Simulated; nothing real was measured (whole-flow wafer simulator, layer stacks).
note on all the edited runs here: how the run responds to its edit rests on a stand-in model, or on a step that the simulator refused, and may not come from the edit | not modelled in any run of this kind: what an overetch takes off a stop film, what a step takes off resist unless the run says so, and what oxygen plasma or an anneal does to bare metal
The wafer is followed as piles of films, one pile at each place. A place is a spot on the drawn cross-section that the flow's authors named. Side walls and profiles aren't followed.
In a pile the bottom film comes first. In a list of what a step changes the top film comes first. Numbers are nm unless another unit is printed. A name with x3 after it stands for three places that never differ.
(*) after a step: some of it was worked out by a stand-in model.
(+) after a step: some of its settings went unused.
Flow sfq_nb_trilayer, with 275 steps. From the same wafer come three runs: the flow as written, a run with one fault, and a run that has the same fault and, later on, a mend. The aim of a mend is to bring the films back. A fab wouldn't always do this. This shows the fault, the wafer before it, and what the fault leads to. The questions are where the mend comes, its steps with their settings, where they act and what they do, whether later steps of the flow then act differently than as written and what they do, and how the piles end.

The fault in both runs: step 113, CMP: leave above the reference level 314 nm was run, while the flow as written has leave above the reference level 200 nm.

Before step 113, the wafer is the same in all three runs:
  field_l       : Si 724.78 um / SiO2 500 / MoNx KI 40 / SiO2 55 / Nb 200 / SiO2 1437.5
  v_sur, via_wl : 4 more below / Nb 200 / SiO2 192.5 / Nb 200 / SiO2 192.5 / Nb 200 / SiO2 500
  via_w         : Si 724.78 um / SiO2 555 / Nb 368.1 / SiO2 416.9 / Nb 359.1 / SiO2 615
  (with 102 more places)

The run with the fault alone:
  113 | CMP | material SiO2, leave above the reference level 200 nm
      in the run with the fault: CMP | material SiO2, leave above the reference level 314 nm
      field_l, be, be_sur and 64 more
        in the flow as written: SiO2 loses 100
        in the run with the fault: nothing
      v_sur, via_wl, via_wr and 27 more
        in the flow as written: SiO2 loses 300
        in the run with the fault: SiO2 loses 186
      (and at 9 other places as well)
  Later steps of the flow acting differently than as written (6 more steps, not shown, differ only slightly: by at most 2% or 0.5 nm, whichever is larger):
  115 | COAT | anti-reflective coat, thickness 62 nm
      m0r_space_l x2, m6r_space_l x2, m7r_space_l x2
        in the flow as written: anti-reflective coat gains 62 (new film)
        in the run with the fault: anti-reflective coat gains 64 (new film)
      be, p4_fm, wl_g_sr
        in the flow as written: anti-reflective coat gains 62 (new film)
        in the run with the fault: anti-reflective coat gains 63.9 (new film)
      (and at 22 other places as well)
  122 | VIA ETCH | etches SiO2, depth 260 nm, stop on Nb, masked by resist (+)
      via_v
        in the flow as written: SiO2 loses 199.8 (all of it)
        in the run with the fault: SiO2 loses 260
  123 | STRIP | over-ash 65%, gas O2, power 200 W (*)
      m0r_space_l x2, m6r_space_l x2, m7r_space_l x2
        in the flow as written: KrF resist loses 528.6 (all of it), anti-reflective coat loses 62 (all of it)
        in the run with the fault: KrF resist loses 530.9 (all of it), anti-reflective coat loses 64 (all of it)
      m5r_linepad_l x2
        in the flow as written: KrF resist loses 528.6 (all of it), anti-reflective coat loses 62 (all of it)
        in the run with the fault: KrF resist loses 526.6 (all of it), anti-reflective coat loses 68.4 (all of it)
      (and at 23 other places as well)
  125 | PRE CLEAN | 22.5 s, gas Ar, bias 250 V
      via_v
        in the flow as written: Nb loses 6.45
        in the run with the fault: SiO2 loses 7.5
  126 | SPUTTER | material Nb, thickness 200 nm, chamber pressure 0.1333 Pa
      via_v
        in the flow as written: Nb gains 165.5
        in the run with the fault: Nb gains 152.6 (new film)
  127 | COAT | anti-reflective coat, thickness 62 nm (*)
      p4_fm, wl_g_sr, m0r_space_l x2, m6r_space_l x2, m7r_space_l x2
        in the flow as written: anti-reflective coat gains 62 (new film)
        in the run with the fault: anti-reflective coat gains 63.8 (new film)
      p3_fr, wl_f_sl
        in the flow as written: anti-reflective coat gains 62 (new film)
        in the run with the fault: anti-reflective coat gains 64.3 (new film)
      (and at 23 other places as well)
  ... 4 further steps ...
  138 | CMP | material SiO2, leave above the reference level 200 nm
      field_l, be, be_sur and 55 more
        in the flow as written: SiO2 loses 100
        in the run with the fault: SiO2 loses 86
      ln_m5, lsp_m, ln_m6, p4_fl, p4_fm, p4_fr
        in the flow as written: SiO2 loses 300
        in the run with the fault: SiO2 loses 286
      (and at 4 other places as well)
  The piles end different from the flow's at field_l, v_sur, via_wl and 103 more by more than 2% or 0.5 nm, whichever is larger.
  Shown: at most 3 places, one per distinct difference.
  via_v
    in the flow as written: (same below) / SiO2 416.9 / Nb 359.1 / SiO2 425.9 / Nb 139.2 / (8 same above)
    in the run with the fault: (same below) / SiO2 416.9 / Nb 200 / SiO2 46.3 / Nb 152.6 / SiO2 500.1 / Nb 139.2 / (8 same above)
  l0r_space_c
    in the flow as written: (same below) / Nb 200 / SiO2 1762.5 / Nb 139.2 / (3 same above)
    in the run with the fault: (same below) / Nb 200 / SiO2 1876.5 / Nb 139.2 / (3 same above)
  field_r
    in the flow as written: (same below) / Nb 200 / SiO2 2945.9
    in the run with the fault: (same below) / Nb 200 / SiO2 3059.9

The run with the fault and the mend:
  The mend follows step 120.
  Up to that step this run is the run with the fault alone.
  120a | STRIP | over-ash 65%, gas O2, power 200 W (*)
      res, r_end, moat, field_r, lsp_l, ln_m5, lsp_m, ln_m6
        KrF resist loses 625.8 (all of it), anti-reflective coat loses 62.1 (all of it)
      m0r_line_l x2, m6r_line_l x2, m7r_line_l x2
        KrF resist loses 627.5 (all of it), anti-reflective coat loses 62.4 (all of it)
      m0r_space_l x2, m6r_space_l x2, m7r_space_l x2
        KrF resist loses 626.5 (all of it), anti-reflective coat loses 64 (all of it)
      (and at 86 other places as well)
  120b | CMP | material SiO2, leave above the reference level 200 nm (a further turn of the flow's step 113)
      field_l, be, be_sur and 64 more
        SiO2 loses 100
      v_sur, via_wl, via_w and 36 more
        SiO2 loses 114
  120c | COAT | anti-reflective coat, thickness 62 nm (a further turn of the flow's step 115)
      field_l, v_sur, via_wl and 103 more
        anti-reflective coat gains 62 (new film)
  120d | COAT | KrF resist, thickness 650 nm (a further turn of the flow's step 116)
      field_l, v_sur, via_wl and 103 more
        KrF resist gains 650 (new film)
  120e | SOFTBAKE | KrF resist (a further turn of the flow's step 117)
      leaves every film unchanged at each place that is followed
  120f | EXPOSE | photomask I3, dose 11.91 mJ/cm2, NA 0.6, wavelength 248 nm (*) (a further turn of the flow's step 118)
      leaves every film unchanged at each place that is followed
  120g | PEB | KrF resist, 90 s (a further turn of the flow's step 119)
      field_l, v_sur, via_wl and 103 more
        KrF resist loses 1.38
  120h | DEVELOP | KrF resist, thickness 650 nm, 60 s (a further turn of the flow's step 120)
      field_l, v_sur, via_wl and 102 more
        KrF resist loses 23.5
      via_v
        KrF resist loses 648.6 (all of it)
  None of the later steps of the flow acts differently than as written at any place that is followed.
  The piles end the same as the flow's at every place that both follow.
